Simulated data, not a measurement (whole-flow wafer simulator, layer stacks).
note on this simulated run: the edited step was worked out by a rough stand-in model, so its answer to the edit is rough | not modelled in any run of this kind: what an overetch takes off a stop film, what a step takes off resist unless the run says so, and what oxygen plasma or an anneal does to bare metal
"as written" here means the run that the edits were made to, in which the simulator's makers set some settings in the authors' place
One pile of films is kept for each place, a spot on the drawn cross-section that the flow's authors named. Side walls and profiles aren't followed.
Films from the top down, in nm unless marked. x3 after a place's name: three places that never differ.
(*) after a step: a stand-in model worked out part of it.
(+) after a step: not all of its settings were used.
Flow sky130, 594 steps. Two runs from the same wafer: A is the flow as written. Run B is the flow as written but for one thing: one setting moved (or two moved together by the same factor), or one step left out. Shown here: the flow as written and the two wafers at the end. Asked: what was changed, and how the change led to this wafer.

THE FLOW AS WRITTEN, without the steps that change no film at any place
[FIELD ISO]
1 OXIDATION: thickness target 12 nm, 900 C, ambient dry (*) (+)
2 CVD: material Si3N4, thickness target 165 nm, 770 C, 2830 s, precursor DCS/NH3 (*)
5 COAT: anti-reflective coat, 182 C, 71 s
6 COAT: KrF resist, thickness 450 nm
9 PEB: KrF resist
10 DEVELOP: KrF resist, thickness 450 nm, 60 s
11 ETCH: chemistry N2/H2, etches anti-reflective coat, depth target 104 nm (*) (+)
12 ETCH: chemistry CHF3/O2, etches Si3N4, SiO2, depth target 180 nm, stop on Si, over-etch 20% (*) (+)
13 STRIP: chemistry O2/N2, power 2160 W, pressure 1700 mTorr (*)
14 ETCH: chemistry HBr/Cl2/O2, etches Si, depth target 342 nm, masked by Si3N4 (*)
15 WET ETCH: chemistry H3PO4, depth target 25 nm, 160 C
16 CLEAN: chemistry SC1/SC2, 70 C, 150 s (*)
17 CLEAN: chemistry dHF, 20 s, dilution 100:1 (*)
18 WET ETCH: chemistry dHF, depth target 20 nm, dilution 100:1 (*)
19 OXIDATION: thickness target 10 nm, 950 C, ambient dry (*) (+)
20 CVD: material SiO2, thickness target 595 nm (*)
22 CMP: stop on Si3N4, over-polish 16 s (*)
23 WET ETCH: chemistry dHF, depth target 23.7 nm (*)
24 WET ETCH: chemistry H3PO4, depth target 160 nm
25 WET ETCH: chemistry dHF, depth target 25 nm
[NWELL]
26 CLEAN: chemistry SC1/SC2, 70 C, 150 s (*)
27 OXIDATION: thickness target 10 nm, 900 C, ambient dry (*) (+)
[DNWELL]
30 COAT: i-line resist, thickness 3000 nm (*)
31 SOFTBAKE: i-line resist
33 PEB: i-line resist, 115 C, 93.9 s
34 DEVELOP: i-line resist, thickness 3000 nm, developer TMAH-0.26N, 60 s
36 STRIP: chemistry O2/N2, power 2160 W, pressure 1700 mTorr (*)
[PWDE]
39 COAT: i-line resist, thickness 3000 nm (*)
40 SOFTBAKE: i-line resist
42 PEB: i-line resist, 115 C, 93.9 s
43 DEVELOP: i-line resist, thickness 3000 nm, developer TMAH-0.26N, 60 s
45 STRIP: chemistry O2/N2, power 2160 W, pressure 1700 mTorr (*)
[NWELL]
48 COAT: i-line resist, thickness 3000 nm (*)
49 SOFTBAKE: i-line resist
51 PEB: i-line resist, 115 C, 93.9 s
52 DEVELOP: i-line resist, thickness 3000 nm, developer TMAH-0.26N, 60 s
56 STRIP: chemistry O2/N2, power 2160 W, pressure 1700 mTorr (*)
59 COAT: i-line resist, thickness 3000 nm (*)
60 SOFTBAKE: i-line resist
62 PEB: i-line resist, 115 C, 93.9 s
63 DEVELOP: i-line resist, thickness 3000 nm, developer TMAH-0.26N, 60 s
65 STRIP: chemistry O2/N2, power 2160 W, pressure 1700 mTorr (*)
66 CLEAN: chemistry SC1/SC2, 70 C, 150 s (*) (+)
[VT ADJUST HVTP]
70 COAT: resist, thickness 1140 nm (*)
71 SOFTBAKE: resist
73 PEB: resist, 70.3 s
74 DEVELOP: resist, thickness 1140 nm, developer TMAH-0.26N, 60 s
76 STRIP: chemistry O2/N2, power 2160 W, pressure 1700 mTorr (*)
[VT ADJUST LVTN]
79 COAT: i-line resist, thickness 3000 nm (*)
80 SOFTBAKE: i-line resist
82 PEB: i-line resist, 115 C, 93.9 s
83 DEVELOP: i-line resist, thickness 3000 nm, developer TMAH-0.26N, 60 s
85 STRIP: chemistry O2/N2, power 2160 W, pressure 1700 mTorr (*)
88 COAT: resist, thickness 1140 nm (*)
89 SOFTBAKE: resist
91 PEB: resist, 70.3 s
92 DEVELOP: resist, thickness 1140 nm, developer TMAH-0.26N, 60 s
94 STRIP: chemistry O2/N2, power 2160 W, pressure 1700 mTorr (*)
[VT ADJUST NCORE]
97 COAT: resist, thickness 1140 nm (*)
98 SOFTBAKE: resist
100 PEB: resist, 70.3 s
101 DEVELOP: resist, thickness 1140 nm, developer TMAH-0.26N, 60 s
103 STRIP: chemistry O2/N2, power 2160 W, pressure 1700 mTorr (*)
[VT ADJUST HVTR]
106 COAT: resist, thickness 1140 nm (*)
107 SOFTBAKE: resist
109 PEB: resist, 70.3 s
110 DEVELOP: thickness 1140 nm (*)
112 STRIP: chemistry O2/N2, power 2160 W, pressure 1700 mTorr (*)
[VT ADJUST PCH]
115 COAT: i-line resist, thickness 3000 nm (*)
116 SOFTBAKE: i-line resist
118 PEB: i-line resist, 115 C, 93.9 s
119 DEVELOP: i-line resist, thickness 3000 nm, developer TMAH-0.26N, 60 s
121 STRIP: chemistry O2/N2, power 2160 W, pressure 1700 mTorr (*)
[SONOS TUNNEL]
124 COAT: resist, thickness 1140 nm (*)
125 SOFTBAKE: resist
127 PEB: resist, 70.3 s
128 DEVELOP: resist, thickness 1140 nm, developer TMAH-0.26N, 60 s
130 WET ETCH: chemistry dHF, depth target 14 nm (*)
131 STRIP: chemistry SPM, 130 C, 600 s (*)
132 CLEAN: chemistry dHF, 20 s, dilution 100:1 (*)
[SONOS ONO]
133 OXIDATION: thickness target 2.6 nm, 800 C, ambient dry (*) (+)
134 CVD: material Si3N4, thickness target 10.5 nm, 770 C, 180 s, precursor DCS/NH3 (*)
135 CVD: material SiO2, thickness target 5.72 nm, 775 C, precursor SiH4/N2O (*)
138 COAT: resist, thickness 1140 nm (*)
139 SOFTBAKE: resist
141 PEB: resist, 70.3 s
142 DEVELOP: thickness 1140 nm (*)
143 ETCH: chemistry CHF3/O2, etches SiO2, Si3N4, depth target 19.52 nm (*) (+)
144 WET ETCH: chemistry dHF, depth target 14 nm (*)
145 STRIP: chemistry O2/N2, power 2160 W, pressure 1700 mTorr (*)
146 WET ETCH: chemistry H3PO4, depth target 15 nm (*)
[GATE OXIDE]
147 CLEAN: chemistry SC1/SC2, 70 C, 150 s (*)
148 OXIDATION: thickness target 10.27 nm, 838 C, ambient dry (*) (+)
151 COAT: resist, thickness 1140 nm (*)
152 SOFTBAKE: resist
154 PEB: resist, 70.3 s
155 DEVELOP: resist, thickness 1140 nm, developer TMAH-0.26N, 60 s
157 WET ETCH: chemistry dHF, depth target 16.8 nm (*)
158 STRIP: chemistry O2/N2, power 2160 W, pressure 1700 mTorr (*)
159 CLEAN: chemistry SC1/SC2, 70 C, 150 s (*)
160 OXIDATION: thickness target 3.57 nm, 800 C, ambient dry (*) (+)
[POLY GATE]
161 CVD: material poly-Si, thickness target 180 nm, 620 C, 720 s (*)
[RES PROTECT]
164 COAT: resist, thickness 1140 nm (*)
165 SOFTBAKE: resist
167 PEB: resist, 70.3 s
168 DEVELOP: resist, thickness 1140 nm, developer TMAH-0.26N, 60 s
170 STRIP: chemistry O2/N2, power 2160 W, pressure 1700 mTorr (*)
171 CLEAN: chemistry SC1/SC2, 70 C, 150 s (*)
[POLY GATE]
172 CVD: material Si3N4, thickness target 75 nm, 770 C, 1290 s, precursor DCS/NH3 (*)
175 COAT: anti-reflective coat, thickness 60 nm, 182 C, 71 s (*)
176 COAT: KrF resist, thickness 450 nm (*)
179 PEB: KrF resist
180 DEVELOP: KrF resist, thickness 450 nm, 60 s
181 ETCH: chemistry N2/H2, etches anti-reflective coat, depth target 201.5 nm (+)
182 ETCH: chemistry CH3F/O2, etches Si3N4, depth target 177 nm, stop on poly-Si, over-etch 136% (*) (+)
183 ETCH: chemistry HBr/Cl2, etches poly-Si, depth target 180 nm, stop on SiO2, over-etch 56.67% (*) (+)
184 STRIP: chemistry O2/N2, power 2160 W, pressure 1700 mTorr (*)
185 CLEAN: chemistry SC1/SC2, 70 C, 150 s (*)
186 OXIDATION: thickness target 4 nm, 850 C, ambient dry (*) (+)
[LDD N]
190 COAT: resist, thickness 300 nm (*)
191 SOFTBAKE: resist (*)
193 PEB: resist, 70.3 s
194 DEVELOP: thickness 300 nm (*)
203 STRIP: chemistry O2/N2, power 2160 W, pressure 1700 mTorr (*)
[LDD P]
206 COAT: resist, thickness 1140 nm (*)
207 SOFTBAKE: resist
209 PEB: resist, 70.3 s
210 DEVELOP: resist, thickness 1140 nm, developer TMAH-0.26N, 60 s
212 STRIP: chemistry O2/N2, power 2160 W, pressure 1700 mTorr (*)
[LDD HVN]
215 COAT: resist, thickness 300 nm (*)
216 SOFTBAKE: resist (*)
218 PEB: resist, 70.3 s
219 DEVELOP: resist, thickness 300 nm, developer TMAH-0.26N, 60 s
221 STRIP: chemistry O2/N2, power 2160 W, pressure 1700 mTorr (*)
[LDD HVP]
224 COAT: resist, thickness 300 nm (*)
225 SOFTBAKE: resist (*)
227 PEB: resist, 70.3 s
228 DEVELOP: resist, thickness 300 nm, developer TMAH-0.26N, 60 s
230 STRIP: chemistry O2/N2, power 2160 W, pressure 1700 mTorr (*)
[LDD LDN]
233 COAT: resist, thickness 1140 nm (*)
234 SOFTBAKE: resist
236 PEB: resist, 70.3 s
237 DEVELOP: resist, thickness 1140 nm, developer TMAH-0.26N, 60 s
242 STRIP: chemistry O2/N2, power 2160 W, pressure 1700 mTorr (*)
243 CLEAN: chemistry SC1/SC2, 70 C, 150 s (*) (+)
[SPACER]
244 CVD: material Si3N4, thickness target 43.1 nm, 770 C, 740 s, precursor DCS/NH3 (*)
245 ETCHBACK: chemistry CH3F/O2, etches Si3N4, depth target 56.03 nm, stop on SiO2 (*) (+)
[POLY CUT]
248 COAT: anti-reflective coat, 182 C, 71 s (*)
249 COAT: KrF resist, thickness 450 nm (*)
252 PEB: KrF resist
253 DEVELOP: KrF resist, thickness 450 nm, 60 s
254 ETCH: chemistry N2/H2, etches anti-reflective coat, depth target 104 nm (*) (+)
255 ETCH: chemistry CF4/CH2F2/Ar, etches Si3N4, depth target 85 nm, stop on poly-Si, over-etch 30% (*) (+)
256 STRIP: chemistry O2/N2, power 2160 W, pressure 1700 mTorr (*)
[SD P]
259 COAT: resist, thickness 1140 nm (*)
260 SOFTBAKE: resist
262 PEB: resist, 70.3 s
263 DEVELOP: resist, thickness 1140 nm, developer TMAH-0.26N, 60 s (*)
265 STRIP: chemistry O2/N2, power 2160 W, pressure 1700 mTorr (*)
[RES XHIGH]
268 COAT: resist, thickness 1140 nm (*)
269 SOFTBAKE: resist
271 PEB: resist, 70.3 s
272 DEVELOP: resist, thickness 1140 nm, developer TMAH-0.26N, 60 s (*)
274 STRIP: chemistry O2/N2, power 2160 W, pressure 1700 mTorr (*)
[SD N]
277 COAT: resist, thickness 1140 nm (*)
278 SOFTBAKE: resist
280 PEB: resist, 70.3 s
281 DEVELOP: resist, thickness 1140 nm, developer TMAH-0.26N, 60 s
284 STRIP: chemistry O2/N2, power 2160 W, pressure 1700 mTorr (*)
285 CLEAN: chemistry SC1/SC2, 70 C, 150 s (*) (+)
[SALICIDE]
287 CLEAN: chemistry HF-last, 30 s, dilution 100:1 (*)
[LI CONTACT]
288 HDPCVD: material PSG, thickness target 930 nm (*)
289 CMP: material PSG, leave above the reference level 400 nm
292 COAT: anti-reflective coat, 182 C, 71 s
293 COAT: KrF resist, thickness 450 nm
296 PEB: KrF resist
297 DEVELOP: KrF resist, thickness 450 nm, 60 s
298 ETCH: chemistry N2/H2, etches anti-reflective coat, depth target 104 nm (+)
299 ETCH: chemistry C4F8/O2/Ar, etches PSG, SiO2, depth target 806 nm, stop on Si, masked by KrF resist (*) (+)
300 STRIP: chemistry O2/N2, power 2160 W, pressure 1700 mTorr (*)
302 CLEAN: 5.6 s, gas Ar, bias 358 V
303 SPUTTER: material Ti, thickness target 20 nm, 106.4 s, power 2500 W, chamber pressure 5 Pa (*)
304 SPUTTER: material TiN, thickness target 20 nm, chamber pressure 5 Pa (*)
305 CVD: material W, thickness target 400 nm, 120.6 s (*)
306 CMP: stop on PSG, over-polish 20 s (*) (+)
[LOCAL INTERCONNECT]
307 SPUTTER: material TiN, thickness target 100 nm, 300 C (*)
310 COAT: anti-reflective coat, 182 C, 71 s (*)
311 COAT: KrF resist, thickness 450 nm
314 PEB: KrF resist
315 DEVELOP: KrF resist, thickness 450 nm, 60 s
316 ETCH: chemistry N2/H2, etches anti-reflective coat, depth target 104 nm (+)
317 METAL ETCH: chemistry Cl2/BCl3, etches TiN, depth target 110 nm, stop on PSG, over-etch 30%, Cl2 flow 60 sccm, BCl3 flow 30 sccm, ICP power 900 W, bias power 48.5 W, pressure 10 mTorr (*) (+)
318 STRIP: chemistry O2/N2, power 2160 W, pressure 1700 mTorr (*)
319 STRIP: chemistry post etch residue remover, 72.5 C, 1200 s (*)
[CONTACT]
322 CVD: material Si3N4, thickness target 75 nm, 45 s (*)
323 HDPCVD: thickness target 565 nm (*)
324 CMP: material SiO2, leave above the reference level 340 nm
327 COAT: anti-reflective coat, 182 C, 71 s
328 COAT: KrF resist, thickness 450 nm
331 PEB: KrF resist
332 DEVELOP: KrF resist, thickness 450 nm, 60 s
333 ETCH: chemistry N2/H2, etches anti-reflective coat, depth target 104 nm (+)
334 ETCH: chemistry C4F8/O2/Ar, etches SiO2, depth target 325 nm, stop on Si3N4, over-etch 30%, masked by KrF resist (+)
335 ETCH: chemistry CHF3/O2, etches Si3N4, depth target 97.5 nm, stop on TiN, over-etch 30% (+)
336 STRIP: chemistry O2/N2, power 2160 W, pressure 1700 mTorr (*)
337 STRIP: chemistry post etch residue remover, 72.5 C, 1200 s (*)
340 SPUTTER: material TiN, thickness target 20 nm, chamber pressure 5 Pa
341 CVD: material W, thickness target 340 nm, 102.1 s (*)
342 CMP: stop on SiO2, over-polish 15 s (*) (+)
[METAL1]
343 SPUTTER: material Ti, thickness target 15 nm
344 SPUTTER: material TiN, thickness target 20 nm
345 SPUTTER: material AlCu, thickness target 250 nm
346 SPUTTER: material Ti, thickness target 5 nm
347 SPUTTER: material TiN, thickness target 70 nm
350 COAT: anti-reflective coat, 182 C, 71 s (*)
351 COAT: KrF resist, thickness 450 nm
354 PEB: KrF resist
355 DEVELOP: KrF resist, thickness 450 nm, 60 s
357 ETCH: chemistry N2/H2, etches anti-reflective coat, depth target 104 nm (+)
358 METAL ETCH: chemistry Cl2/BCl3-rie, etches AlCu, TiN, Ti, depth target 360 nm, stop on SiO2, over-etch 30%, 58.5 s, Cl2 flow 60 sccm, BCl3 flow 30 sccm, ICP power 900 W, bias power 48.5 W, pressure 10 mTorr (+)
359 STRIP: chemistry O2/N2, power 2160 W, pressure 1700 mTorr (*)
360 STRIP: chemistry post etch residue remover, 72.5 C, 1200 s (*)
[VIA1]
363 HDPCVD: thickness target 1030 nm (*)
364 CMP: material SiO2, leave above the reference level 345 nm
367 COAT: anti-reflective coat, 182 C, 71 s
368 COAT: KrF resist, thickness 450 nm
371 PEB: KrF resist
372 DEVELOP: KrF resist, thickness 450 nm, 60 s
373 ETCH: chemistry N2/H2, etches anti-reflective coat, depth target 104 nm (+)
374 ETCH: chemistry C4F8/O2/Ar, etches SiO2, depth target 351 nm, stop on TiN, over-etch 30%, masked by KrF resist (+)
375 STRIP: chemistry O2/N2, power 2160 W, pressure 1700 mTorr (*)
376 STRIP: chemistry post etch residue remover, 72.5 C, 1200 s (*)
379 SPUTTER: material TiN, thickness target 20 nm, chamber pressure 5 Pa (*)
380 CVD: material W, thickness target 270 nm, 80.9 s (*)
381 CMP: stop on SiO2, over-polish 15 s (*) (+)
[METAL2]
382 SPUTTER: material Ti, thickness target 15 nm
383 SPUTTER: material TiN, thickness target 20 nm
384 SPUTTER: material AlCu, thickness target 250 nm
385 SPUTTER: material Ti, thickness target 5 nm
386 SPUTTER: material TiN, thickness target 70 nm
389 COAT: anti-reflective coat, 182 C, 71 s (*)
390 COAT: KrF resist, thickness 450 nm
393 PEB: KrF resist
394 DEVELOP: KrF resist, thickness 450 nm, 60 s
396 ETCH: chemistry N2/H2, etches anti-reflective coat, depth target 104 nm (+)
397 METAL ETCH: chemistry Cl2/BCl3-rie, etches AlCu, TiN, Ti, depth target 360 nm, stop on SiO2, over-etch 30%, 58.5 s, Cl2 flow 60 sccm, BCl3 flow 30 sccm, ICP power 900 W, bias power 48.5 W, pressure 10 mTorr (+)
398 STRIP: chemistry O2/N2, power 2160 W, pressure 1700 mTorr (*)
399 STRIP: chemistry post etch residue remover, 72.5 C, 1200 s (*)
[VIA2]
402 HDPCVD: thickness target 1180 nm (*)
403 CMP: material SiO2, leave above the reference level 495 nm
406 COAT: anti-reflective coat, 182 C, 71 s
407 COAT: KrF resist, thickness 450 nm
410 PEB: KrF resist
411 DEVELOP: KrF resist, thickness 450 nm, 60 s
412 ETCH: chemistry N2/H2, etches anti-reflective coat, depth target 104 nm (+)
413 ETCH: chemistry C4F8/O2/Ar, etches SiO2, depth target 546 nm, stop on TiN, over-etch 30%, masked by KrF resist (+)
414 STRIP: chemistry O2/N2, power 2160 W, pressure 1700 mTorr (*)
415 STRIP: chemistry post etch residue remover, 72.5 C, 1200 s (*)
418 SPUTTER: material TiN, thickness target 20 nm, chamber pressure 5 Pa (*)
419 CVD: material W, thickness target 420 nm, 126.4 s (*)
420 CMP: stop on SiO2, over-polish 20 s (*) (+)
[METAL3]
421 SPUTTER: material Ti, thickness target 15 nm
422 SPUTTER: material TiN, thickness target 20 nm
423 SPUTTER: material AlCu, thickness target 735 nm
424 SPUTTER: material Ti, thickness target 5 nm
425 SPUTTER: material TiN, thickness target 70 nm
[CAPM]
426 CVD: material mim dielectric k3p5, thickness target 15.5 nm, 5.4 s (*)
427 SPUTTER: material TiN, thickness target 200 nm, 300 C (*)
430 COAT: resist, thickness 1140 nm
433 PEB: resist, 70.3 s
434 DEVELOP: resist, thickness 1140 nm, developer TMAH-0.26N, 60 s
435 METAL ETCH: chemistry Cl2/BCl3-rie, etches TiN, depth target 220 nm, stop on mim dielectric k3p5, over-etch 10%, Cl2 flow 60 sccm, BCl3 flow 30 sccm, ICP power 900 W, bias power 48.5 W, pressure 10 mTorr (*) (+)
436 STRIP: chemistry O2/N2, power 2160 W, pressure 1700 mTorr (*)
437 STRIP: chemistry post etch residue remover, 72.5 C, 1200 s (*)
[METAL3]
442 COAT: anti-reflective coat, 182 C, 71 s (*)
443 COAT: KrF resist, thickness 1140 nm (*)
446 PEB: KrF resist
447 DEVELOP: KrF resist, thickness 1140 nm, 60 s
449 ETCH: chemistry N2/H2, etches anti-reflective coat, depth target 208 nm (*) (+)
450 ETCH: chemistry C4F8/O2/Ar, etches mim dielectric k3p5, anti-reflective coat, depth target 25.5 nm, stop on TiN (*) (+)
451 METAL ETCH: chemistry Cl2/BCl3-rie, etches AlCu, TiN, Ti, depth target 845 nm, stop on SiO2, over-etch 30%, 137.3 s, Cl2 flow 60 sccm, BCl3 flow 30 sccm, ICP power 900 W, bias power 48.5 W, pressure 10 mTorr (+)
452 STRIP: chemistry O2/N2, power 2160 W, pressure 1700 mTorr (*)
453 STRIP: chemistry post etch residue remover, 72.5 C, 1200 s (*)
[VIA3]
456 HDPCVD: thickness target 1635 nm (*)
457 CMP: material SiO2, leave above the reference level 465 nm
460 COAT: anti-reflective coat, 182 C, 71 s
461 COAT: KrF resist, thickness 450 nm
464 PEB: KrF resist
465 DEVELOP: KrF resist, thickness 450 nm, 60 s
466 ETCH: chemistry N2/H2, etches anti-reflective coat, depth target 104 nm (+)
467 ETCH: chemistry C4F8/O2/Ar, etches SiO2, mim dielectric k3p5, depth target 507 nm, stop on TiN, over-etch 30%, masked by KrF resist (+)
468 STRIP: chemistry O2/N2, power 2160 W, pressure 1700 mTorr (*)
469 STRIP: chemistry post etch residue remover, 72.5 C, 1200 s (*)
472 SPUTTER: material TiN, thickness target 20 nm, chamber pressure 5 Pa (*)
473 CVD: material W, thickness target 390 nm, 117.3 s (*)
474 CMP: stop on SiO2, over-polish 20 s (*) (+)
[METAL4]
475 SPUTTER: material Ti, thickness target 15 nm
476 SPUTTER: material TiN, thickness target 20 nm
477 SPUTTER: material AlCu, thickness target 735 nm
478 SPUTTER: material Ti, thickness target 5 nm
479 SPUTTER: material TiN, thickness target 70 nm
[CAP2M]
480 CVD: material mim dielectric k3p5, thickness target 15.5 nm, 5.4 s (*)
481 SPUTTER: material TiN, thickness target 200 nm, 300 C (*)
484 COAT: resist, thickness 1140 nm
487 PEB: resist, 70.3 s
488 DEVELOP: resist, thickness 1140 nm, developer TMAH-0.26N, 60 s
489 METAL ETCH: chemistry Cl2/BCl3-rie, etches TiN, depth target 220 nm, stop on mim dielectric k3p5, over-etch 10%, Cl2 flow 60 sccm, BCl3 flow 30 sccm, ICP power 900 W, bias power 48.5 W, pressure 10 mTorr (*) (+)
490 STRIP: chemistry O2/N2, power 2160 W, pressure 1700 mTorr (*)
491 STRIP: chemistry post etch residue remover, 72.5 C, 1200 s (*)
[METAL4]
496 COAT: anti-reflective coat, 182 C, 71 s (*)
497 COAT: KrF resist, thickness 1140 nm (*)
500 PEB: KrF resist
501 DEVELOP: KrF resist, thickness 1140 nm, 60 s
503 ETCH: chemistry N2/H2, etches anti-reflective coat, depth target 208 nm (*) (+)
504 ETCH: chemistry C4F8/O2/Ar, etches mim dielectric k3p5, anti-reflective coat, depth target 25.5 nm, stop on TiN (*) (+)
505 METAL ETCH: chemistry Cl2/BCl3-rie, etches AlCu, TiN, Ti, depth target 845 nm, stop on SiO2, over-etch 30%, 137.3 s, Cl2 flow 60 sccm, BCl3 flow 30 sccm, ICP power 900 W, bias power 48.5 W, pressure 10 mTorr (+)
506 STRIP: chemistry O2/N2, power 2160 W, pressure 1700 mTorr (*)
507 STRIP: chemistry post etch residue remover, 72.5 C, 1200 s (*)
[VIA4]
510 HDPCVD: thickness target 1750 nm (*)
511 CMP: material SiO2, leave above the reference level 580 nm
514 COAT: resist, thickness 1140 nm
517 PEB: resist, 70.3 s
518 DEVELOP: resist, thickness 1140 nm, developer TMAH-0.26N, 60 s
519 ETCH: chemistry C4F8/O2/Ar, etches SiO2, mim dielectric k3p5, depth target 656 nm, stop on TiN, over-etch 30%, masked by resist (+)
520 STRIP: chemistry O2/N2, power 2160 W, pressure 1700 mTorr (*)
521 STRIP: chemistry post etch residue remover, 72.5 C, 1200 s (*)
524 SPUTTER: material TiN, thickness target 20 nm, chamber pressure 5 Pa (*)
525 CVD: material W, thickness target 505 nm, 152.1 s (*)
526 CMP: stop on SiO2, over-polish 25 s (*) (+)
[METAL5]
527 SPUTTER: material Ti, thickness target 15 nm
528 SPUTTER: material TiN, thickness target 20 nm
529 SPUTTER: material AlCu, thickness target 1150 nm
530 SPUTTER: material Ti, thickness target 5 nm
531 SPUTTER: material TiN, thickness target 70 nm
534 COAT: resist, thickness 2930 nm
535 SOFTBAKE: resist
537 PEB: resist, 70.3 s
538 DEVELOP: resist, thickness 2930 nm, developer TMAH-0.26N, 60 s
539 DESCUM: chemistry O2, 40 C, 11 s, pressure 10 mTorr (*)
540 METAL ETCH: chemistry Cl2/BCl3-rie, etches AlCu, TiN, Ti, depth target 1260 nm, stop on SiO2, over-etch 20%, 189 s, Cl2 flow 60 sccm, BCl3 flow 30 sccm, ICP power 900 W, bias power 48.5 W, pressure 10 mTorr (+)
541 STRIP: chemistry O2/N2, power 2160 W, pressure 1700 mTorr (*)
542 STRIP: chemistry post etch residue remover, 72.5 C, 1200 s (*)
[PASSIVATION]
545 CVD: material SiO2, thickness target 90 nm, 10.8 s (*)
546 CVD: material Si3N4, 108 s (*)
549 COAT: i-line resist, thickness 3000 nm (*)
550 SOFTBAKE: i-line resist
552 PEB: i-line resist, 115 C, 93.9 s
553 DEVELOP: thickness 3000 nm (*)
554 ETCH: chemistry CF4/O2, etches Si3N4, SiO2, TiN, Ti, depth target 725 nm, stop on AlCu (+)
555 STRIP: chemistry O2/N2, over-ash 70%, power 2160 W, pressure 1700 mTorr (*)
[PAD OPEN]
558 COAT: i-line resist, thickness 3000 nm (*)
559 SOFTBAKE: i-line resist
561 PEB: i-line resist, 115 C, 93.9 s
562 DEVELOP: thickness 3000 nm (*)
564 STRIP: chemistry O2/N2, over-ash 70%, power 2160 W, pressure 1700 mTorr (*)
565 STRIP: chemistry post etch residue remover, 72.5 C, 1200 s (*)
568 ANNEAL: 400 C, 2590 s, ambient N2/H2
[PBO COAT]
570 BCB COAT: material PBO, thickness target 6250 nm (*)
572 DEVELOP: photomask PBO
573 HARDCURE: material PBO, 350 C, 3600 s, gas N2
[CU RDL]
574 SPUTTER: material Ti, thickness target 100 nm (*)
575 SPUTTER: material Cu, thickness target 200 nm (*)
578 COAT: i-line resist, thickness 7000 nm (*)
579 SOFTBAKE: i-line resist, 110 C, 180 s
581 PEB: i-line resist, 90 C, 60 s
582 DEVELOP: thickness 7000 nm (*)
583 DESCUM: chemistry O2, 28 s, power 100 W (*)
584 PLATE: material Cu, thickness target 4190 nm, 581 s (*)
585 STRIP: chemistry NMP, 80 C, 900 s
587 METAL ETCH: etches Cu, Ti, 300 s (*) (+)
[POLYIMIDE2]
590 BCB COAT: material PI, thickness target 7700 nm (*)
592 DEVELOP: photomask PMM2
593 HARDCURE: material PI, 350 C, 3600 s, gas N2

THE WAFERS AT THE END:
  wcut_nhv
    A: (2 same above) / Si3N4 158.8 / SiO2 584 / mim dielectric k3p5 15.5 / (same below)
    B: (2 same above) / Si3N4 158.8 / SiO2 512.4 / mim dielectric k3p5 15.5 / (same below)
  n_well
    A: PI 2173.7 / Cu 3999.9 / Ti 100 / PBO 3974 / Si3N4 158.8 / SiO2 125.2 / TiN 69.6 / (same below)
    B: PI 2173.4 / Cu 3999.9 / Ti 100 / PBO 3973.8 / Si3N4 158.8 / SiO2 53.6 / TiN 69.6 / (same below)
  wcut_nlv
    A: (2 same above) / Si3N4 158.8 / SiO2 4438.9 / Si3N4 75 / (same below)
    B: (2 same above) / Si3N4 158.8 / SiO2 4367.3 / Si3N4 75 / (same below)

The cause: step 545, CVD: thickness target 38.2 nm was run, where the flow has thickness target 90 nm; step 545, CVD: 4.59 s was run, where the flow has 10.8 s.

How the change led to this, step by step:
  545 CVD: material SiO2, thickness target 90 nm, 10.8 s (*)
      field, active, gate and 175 more: A SiO2 +125.2 | B SiO2 +53.6
      n_well, p_well, sd_n and 12 more: A SiO2 +125.2 (new film) | B SiO2 +53.6 (new film)
  550 SOFTBAKE: i-line resist
      active: A i-line resist +12 | B i-line resist +10.6
      gate: A i-line resist -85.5 | B i-line resist -81.7
      (and at 60 more places)
  554 ETCH: chemistry CF4/O2, etches Si3N4, SiO2, TiN, Ti, depth target 725 nm, stop on AlCu (+)
      field, active, n_well and 189 more: A i-line resist -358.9 | B i-line resist -287.3
      pad: A Si3N4 -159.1 (all of it), SiO2 -125.2 (all of it), TiN -69.6 (all of it), Ti -5 (all of it) | B Si3N4 -159.1 (all of it), SiO2 -53.6 (all of it), TiN -69.6 (all of it), Ti -5 (all of it)
  555 STRIP: chemistry O2/N2, over-ash 70%, power 2160 W, pressure 1700 mTorr (*)
      gate_hv, dice_street, iso_guard and 83 more: A i-line resist -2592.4 (all of it) | B i-line resist -2664 (all of it)
      n_well, p_well, sd_n, sd_p: A i-line resist -1340.8 (all of it) | B i-line resist -1412.4 (all of it)
      (and at 102 more places)
  558 COAT: i-line resist, thickness 3000 nm (*)
      pad: A i-line resist +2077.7 (new film) | B i-line resist +2005.7 (new film)
  559 SOFTBAKE: i-line resist
      field: A i-line resist +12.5 | B i-line resist +11
      active: A i-line resist +12 | B i-line resist +10.6
      (and at 67 more places)
  561 PEB: i-line resist, 115 C, 93.9 s
      pad: A i-line resist -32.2 | B i-line resist -30.9
  562 DEVELOP: thickness 3000 nm (*)
      pad: A i-line resist -2045.5 (all of it) | B i-line resist -1974.8 (all of it)
  578 COAT: i-line resist, thickness 7000 nm (*)
      pad: A i-line resist +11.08 um (new film) | B i-line resist +11.01 um (new film)
  579 SOFTBAKE: i-line resist, 110 C, 180 s
      ndiff_licon_rim, ndiff_licon: A i-line resist -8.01 | B i-line resist -6.9
      rpo_hd_licon, mim2: A i-line resist -14.9 | B i-line resist -13.8
      (and at 28 more places)
  582 DEVELOP: thickness 7000 nm (*)
      pad: A i-line resist -11.08 um (all of it) | B i-line resist -11.01 um (all of it)
